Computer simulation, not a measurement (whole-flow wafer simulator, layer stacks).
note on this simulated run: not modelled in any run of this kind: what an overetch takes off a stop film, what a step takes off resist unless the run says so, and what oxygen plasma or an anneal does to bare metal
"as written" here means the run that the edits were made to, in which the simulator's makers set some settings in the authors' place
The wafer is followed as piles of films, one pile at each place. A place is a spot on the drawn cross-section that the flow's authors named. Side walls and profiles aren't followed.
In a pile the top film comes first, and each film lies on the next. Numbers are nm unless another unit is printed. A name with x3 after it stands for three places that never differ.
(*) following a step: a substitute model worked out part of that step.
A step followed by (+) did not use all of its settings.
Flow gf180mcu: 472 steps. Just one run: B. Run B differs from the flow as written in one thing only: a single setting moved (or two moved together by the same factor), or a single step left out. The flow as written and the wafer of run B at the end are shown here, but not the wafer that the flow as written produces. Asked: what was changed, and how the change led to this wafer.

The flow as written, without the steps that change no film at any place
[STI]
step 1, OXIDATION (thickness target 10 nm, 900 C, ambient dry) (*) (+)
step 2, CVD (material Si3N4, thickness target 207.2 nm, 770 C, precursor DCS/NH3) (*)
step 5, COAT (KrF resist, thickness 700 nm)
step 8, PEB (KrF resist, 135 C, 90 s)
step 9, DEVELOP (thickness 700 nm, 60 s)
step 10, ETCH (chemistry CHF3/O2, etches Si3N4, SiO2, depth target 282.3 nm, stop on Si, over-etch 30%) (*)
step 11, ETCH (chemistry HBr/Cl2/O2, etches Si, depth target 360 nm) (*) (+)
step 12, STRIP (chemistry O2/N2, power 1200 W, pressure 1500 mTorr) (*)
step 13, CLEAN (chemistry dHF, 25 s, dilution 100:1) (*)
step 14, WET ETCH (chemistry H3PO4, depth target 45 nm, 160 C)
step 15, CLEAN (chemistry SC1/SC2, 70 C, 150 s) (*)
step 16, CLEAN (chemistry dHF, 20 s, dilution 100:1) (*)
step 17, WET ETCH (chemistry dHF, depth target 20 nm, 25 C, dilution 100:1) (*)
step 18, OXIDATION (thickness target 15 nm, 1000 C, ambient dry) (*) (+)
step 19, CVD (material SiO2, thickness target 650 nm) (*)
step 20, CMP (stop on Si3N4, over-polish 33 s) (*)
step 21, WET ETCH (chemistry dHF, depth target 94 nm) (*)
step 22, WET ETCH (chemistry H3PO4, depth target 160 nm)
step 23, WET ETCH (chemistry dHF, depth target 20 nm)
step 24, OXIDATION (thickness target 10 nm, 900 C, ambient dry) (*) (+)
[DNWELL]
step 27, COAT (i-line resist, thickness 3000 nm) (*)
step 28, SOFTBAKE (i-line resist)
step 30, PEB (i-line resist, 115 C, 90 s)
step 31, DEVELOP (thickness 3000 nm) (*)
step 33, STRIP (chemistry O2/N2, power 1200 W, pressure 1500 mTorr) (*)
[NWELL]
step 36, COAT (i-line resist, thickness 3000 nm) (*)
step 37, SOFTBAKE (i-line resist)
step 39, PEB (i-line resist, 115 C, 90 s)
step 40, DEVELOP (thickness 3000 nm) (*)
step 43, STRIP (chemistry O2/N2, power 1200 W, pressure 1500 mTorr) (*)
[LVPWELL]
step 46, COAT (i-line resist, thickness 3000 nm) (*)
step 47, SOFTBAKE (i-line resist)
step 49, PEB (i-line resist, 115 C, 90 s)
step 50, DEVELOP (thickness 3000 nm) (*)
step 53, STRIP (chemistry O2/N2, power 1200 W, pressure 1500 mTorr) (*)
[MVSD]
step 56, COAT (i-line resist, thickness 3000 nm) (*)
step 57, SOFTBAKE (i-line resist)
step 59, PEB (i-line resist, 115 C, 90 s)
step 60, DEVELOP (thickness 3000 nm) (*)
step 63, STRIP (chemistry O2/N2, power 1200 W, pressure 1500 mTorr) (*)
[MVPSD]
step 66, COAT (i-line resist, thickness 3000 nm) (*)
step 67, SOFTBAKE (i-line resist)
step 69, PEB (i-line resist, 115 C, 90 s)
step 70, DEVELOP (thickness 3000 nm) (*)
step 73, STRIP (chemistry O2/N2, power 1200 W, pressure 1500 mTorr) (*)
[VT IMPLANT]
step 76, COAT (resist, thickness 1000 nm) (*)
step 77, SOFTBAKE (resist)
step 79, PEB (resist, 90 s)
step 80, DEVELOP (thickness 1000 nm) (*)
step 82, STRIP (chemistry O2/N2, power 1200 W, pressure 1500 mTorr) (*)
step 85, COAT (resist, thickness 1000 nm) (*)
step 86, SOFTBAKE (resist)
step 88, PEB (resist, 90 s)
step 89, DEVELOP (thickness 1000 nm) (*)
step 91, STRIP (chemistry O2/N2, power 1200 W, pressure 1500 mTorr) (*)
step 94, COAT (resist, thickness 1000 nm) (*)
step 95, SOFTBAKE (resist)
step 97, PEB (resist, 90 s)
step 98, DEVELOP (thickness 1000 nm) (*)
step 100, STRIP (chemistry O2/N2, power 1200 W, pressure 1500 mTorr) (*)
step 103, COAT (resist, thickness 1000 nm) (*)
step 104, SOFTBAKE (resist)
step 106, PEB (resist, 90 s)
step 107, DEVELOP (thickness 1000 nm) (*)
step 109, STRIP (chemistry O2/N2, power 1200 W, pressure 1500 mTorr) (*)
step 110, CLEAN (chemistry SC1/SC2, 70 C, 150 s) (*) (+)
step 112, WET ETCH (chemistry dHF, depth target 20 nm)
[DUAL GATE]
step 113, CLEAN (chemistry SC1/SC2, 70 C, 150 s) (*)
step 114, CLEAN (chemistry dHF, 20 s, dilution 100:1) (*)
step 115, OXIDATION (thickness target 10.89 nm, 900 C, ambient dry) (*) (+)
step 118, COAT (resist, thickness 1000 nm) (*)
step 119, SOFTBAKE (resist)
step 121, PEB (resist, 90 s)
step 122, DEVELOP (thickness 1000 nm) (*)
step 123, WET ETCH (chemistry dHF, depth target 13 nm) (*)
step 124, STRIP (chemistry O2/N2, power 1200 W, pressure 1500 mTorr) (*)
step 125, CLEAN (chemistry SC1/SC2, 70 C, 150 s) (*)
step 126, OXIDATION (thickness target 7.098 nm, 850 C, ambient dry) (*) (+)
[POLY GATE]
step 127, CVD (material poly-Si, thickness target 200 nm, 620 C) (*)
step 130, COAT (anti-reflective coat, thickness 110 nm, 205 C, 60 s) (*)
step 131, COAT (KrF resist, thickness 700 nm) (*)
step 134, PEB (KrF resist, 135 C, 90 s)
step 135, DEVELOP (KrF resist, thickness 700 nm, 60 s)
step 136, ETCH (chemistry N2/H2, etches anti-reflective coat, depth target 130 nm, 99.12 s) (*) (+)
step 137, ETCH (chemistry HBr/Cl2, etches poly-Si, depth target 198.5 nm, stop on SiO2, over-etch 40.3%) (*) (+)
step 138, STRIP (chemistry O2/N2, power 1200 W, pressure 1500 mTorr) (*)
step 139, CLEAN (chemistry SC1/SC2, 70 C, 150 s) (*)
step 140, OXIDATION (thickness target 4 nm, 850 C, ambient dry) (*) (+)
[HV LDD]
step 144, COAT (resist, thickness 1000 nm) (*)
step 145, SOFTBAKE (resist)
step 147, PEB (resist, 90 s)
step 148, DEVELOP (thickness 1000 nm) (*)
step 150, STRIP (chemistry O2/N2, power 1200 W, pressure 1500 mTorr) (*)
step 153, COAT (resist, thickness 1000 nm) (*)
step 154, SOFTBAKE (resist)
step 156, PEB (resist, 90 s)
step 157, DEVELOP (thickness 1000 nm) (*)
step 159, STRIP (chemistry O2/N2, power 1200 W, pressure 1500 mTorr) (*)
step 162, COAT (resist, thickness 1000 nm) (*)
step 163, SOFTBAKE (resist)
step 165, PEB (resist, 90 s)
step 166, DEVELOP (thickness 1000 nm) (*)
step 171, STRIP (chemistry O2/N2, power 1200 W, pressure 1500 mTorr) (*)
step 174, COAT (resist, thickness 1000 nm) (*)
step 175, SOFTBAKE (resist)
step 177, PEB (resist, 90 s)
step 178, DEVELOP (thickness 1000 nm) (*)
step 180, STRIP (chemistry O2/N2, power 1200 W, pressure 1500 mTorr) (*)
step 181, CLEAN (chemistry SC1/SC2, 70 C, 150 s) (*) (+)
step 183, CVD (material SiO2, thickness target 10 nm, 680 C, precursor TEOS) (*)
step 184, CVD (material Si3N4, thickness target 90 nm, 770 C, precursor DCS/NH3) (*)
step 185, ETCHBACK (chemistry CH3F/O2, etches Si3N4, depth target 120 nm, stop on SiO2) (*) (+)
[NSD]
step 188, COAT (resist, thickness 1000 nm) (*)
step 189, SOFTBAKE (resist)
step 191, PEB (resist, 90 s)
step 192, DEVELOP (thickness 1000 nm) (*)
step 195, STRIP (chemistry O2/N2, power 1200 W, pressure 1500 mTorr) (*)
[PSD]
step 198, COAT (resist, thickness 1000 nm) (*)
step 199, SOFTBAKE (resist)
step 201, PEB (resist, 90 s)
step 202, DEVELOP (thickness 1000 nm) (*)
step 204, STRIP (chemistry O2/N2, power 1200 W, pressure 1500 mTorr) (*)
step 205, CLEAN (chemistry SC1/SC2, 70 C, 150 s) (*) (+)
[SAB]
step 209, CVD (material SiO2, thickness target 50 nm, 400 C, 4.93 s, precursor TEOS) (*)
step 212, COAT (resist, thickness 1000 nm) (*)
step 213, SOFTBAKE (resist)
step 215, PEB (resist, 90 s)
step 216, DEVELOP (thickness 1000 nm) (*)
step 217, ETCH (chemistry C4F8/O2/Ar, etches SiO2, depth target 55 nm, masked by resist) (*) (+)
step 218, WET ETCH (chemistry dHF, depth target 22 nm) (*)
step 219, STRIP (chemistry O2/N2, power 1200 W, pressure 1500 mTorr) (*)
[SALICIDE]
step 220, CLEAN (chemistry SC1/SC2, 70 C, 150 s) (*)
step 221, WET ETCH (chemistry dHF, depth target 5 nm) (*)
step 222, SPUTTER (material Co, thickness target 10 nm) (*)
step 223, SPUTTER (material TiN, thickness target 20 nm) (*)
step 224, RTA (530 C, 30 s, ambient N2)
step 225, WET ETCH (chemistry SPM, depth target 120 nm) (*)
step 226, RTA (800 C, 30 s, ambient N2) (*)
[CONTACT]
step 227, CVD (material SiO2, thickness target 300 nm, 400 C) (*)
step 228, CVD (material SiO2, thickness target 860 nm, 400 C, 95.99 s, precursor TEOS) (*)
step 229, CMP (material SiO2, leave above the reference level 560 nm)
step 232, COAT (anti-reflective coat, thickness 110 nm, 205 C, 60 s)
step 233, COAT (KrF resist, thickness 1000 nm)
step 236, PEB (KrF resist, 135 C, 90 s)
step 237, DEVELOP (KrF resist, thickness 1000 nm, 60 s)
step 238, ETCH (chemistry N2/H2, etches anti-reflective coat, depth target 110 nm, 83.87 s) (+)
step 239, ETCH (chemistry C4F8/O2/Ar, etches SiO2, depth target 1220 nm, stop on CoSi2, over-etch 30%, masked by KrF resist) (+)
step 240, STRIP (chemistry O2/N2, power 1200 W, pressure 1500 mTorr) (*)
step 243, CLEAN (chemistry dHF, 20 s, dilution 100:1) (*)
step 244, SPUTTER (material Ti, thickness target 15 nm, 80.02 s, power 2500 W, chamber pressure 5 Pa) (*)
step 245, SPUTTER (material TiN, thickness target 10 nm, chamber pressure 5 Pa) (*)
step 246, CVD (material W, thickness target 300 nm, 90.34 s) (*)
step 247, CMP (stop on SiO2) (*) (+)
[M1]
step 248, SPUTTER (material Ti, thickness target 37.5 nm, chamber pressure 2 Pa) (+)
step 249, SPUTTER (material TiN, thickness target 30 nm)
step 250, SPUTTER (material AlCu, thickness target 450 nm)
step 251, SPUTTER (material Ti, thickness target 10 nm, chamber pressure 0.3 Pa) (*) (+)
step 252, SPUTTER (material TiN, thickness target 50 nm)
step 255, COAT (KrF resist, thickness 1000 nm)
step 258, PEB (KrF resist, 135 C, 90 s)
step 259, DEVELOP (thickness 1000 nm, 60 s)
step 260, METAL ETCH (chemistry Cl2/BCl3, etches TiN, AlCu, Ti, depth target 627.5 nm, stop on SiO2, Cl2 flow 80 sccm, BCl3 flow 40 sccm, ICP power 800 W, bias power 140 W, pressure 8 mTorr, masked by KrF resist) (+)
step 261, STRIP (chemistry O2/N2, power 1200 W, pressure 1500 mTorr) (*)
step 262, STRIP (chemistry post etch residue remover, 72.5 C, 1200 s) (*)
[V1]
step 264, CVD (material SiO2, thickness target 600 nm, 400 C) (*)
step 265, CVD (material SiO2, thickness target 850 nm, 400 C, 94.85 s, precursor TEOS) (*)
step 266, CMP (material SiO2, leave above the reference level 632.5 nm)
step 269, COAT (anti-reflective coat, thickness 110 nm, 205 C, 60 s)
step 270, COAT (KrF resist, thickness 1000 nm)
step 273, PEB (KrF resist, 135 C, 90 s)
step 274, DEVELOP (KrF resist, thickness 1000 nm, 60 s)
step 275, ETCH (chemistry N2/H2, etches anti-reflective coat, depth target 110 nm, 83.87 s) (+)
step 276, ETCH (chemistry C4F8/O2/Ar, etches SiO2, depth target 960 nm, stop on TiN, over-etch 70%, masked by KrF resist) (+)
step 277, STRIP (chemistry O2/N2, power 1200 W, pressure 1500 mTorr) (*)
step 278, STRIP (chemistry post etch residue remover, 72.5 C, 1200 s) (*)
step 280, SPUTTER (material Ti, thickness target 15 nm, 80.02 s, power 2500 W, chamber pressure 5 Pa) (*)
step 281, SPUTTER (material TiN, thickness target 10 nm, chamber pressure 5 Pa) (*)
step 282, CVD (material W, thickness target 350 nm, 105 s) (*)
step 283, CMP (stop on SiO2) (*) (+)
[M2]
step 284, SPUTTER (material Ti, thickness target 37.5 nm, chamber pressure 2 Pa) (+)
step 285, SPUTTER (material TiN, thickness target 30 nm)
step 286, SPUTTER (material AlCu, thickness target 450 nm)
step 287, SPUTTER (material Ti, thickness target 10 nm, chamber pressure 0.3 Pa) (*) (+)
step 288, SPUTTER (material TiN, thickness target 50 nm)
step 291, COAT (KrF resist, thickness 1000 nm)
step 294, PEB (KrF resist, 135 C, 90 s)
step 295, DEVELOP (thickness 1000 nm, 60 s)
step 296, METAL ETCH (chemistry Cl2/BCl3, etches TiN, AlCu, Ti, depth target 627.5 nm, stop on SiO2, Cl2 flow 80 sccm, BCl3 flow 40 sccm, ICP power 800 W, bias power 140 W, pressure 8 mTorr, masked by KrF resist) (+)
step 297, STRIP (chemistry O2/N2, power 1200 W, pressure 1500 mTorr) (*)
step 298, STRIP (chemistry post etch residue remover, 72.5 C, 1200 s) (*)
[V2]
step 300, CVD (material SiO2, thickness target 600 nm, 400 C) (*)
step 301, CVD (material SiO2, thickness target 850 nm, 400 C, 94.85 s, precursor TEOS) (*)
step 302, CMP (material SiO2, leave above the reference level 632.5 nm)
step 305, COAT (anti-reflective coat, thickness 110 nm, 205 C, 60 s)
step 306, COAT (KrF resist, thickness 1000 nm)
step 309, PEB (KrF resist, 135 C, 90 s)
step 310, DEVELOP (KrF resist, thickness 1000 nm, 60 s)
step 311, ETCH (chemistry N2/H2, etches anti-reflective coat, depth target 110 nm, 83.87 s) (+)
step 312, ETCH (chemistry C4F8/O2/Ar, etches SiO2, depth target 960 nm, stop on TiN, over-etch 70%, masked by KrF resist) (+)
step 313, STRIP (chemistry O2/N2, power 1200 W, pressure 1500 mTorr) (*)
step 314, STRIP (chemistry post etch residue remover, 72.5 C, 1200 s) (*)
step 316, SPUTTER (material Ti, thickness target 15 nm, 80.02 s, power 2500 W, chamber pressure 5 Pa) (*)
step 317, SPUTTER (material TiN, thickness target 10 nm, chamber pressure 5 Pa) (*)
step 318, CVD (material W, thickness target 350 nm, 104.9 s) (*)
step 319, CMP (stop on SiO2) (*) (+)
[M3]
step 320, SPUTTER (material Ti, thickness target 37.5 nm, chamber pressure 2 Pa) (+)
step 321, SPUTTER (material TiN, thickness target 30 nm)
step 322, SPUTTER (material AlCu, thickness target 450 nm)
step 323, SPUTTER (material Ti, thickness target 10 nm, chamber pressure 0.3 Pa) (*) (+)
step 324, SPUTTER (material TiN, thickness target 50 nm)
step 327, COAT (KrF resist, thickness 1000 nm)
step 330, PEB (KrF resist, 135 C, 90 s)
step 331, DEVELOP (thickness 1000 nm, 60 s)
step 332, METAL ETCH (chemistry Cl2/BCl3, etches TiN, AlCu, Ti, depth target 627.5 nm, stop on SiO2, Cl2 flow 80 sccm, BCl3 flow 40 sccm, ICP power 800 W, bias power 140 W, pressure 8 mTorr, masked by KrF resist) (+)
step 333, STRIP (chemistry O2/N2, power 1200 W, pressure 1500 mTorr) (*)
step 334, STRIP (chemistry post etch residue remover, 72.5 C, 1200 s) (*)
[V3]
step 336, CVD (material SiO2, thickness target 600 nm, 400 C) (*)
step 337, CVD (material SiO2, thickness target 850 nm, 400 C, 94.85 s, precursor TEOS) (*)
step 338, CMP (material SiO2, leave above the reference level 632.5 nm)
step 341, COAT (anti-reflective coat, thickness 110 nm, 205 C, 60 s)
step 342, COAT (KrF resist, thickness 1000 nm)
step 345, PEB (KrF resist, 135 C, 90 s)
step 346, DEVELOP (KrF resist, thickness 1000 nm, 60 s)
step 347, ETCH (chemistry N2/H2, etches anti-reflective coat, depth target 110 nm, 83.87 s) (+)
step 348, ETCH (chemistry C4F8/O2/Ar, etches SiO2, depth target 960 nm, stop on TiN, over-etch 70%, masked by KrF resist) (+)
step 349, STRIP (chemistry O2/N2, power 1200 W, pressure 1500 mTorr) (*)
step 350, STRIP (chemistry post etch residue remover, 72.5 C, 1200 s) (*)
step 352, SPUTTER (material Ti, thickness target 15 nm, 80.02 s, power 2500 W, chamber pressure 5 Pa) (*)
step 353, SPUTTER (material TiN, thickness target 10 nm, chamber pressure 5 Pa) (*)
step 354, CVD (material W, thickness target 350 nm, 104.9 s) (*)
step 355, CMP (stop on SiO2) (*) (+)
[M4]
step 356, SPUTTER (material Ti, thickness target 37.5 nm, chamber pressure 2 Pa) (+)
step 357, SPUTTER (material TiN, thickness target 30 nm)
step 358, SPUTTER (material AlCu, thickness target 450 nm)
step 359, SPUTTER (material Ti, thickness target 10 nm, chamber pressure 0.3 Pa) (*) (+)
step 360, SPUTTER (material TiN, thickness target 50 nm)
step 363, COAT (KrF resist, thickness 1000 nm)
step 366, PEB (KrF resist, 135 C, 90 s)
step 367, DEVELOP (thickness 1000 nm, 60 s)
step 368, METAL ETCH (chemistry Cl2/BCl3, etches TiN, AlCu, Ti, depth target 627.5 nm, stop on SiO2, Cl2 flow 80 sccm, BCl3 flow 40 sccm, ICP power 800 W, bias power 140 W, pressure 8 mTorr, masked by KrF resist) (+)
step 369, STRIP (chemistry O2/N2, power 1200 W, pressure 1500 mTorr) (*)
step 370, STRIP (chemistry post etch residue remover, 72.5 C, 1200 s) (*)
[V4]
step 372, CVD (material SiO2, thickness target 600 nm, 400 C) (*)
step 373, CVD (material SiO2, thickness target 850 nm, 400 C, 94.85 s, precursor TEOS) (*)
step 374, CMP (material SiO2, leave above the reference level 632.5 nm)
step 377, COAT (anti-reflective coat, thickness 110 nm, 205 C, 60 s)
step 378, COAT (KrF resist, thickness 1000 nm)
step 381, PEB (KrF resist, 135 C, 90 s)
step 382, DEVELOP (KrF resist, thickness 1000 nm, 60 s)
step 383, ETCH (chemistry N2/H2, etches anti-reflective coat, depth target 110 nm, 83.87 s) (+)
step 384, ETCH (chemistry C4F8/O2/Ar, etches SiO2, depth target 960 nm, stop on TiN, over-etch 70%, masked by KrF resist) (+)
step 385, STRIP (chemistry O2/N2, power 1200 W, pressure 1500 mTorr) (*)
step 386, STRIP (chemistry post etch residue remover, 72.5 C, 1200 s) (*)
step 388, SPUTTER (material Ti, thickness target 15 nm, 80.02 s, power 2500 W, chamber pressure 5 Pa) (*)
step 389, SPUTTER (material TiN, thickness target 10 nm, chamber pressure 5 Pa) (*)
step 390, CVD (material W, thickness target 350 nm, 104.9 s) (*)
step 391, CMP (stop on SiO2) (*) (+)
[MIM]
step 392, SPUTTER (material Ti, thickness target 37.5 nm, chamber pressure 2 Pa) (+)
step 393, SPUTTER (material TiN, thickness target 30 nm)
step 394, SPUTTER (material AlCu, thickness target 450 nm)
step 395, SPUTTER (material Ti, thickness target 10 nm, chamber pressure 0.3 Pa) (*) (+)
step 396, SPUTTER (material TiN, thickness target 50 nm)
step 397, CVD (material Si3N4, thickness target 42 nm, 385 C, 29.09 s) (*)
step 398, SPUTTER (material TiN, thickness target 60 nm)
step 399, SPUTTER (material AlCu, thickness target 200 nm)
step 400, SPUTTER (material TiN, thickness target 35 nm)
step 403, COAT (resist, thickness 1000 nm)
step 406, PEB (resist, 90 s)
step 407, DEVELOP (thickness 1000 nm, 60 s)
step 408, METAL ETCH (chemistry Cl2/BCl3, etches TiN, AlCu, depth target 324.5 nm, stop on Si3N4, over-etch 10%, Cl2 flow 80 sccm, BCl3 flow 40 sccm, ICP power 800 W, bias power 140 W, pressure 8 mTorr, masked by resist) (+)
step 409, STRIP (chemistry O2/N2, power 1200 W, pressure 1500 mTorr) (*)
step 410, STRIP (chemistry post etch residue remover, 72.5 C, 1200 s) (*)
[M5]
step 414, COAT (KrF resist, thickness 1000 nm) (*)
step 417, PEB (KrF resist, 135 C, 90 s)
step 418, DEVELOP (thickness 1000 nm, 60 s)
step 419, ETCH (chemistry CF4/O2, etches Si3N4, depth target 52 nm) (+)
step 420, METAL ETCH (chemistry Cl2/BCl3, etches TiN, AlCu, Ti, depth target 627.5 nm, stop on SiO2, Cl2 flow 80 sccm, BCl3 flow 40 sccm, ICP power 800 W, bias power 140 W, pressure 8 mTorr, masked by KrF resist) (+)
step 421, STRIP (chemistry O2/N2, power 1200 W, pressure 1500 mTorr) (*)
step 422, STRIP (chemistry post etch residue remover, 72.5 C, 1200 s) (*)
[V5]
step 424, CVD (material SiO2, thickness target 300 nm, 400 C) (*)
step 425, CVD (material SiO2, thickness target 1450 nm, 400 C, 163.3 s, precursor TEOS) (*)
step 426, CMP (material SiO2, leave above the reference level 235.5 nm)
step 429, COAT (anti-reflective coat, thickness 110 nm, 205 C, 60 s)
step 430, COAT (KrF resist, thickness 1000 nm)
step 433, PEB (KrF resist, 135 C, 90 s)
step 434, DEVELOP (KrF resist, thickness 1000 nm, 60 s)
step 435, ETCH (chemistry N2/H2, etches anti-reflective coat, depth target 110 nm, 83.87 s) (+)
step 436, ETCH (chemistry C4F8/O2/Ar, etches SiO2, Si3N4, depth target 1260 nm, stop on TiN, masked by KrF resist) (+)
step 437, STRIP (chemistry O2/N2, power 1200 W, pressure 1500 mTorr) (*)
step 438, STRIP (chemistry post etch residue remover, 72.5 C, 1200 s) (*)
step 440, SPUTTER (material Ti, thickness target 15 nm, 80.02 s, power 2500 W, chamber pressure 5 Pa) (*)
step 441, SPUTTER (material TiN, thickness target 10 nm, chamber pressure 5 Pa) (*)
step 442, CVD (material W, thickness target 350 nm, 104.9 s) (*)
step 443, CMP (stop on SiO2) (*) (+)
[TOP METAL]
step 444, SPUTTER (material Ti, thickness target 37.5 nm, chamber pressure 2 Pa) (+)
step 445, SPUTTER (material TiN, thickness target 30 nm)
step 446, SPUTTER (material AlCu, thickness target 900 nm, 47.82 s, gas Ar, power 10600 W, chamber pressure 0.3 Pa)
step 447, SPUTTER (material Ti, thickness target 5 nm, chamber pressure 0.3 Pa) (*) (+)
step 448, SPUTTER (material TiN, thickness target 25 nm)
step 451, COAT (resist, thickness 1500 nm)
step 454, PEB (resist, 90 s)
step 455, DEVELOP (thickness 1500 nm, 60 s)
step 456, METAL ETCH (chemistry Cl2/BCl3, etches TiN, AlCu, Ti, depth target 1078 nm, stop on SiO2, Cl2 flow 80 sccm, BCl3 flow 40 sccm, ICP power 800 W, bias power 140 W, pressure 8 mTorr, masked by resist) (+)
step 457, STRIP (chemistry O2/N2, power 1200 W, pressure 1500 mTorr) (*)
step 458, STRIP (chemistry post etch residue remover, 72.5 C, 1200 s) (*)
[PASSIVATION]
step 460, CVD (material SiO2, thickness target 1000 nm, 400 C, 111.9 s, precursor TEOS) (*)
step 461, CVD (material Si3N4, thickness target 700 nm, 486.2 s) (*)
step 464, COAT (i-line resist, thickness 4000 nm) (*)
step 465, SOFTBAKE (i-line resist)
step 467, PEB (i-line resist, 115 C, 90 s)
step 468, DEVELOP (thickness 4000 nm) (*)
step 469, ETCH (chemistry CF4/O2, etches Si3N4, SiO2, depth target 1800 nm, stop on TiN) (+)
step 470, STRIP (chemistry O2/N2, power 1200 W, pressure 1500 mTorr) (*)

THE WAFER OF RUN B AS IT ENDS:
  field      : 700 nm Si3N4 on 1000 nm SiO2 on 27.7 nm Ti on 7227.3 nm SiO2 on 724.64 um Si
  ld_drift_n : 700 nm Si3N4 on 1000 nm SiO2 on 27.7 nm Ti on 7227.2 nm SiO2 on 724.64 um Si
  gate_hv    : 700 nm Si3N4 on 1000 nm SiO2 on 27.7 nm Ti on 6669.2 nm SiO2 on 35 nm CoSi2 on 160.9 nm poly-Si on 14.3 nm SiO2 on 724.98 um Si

The reason: step 456, METAL ETCH: depth target 969.8 nm was run, though the flow has depth target 1078 nm.

How this came from the change, step by step:
  step 456, METAL ETCH (chemistry Cl2/BCl3, etches TiN, AlCu, Ti, depth target 1078 nm, stop on SiO2, Cl2 flow 80 sccm, BCl3 flow 40 sccm, ICP power 800 W, bias power 140 W, pressure 8 mTorr, masked by resist) (+)
      field, field__w1, field__w2 and 103 more: TiN loses 25 (all of it), Ti loses 5 (all of it), AlCu loses 900 (all of it), TiN loses 30 (all of it), Ti loses 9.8 (in the flow as written it would be: TiN loses 25 (all of it), Ti loses 5 (all of it), AlCu loses 900 (all of it), TiN loses 30 (all of it), Ti loses 37.5 (all of it))
      field__w8, contact, m1, m1__w1, pad, m1_nw: resist loses 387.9 (in the flow as written it would be: resist loses 431)
  step 457, STRIP (chemistry O2/N2, power 1200 W, pressure 1500 mTorr) (*)
      field__w8, contact, m1, m1__w1, pad, m1_nw: resist loses 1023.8 (all of it) (in the flow as written it would be: resist loses 980.8 (all of it))
  step 460, CVD (material SiO2, thickness target 1000 nm, 400 C, 111.9 s, precursor TEOS) (*)
      field, field__w1, field__w2 and 103 more: SiO2 gains 1000 (new film) (in the flow as written it would be: SiO2 gains 1000)
  step 465, SOFTBAKE (i-line resist)
      field__w5, field__w9: i-line resist gains 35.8 (in the flow as written it would be: i-line resist gains 37.3)
      field__w13, nw_enc_fld_lv__w4: i-line resist gains 36.4 (in the flow as written it would be: i-line resist gains 37.9)
      (also at 61 further places)
Taking metal films that touch as one body, field has 1 body; the flow as written gives 0 bodies.
Taking metal films that touch as one body, ld_drift_n has 1 body; the flow as written gives 0 bodies.
Taking metal films that touch as one body, gate_hv has 2 bodies (between them, from the top down: SiO2 6669.2); the flow as written gives 1 body.
